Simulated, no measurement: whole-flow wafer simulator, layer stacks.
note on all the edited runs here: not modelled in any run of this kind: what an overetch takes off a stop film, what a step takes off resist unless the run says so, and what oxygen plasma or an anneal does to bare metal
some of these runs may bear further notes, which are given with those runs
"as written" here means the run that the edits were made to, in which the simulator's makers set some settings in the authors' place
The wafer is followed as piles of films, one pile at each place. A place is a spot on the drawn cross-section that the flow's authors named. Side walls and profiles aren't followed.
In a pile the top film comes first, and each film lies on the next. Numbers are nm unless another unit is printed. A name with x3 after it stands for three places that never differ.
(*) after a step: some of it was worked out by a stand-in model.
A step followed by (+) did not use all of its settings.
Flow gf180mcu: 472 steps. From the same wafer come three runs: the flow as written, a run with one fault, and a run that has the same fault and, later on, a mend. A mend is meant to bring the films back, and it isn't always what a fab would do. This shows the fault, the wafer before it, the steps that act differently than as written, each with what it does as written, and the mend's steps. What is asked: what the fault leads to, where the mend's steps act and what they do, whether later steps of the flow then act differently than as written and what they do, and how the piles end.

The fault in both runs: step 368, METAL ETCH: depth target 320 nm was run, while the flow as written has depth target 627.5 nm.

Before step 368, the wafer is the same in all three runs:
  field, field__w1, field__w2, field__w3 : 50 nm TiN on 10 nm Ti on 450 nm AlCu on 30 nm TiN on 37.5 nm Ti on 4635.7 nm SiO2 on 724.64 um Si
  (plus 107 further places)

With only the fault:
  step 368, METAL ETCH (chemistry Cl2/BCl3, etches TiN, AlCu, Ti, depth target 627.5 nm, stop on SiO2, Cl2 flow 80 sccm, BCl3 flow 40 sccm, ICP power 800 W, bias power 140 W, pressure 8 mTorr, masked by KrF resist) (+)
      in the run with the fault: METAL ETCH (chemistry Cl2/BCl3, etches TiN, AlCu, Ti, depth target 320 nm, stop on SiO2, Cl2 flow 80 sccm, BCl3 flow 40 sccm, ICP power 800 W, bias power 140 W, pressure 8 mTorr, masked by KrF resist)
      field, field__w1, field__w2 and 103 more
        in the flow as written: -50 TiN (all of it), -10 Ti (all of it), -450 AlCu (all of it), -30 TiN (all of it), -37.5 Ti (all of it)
        in the run with the fault: -50 TiN (all of it), -10 Ti (all of it), -260 AlCu
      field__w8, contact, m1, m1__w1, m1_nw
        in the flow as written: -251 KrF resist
        in the run with the fault: -128 KrF resist
  Steps later in the flow that act otherwise than as written:
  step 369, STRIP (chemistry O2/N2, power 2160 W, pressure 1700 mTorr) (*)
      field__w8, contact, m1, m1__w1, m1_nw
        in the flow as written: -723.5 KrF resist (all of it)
        in the run with the fault: -846.5 KrF resist (all of it)
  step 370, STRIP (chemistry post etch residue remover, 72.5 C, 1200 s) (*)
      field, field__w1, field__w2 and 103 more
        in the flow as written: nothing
        in the run with the fault: -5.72 AlCu
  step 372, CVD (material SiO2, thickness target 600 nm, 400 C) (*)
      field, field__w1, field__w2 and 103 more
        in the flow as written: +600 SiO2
        in the run with the fault: +600 SiO2 (new film)
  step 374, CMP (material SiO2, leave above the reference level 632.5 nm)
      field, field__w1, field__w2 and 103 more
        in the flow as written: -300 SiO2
        in the run with the fault: -551.8 SiO2
  By the end, the piles at field, field__w1, field__w2 and 104 more depart from the flow's by more than 2% or 0.5 nm, whichever is larger.
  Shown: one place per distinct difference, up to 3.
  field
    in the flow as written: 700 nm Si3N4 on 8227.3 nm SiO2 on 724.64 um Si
    in the run with the fault: 700 nm Si3N4 on 3339.8 nm SiO2 on 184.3 nm AlCu on 30 nm TiN on 37.5 nm Ti on 4635.7 nm SiO2 on 724.64 um Si
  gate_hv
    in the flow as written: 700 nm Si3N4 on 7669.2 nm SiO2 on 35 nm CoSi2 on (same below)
    in the run with the fault: 700 nm Si3N4 on 3339.8 nm SiO2 on 184.3 nm AlCu on 30 nm TiN on 37.5 nm Ti on 4077.6 nm SiO2 on 35 nm CoSi2 on (same below)
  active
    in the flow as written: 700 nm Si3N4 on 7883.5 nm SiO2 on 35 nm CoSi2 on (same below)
    in the run with the fault: 700 nm Si3N4 on 3339.8 nm SiO2 on 184.3 nm AlCu on 30 nm TiN on 37.5 nm Ti on 4291.9 nm SiO2 on 35 nm CoSi2 on (same below)

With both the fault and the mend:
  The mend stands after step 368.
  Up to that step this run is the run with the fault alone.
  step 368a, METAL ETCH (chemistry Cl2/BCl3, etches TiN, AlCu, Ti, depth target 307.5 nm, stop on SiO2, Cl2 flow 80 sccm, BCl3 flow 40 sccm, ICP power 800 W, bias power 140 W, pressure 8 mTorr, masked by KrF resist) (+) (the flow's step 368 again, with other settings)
      field, field__w1, field__w2 and 103 more
        -190 AlCu (all of it), -30 TiN (all of it), -37.5 Ti (all of it)
      field__w8, contact, m1, m1__w1, m1_nw
        -123 KrF resist
  Every later step of the flow that is run acts as written at every place that is followed.
  At every place that both follow, the piles at the end match the flow's.
